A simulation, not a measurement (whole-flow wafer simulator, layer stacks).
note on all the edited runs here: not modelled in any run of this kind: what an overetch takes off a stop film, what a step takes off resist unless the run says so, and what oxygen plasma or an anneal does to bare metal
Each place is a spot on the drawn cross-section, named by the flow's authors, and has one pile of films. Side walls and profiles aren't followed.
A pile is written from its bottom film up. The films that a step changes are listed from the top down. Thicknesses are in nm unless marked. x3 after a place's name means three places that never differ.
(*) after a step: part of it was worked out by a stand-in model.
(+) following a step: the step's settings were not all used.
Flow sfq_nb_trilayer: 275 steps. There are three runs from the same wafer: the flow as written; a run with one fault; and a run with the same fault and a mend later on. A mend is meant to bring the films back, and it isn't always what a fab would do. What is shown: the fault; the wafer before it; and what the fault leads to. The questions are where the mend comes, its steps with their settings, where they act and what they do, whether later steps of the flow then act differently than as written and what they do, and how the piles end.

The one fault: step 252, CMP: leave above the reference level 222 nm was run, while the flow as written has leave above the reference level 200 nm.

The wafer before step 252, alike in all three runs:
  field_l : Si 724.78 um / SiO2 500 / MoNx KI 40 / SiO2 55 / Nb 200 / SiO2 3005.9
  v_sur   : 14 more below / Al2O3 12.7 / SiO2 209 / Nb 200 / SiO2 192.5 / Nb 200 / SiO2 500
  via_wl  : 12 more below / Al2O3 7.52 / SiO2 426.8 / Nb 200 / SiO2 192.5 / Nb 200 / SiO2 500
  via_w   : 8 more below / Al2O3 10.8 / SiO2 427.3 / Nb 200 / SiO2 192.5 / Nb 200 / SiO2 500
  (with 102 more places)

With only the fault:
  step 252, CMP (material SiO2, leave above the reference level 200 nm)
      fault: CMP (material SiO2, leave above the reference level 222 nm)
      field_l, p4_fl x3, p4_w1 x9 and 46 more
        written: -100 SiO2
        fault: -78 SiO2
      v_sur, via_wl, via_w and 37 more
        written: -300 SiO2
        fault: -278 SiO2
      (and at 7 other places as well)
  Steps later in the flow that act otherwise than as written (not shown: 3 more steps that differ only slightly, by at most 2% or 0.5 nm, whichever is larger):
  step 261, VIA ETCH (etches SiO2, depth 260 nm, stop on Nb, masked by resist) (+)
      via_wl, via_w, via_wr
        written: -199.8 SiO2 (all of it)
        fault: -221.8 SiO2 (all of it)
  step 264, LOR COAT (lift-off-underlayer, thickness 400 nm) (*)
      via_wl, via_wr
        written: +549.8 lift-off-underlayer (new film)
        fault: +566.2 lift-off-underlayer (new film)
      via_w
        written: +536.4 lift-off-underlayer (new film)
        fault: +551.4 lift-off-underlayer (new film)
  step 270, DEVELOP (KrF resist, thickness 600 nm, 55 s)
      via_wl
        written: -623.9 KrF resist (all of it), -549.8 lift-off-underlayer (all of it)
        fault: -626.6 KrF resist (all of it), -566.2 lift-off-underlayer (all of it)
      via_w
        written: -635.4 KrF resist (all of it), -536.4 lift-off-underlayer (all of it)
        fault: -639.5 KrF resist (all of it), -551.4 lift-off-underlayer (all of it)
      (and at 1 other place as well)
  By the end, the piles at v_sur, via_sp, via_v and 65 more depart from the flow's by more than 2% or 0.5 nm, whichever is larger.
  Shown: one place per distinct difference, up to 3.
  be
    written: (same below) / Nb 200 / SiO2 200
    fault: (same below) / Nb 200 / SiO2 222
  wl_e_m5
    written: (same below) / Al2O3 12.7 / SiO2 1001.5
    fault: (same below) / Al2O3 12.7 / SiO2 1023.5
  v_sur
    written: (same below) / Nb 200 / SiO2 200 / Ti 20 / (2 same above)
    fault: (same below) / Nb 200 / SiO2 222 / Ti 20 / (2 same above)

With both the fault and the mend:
  After step 259 comes the mend.
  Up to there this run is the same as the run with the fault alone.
  step 259a, STRIP (over-ash 65%, gas O2, power 200 W) (*)
      field_l, v_sur, via_sp and 100 more
        -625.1 KrF resist (all of it), -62 anti-reflective coat (all of it)
      via_wl, via_w, via_wr
        -62 anti-reflective coat (all of it)
  step 259b, CMP (material SiO2, leave above the reference level 200 nm) (a further turn of the flow's step 252)
      field_l, v_sur, via_wl and 103 more
        -22 SiO2
  step 259c, COAT (anti-reflective coat, thickness 62 nm) (a further turn of the flow's step 254)
      field_l, v_sur, via_wl and 103 more
        +62 anti-reflective coat (new film)
  step 259d, COAT (KrF resist, thickness 650 nm) (a further turn of the flow's step 255)
      field_l, v_sur, via_wl and 103 more
        +650 KrF resist (new film)
  step 259e, SOFTBAKE (KrF resist) (a further turn of the flow's step 256)
      alters no film at any place that is followed
  step 259f, EXPOSE (photomask I7, dose 11.93 mJ/cm2, NA 0.6, wavelength 248 nm) (*) (a further turn of the flow's step 257)
      alters no film at any place that is followed
  step 259g, PEB (KrF resist, 90 s) (a further turn of the flow's step 258)
      field_l, v_sur, via_wl and 103 more
        -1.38 KrF resist
  step 259h, DEVELOP (KrF resist, thickness 650 nm, 60 s) (a further turn of the flow's step 259)
      field_l, v_sur, via_sp and 100 more
        -23.5 KrF resist
      via_wl, via_w, via_wr
        -648.6 KrF resist (all of it)
  None of the later steps of the flow acts differently than as written at any place that is followed.
  By the end, the piles equal the flow's at every place that both follow.
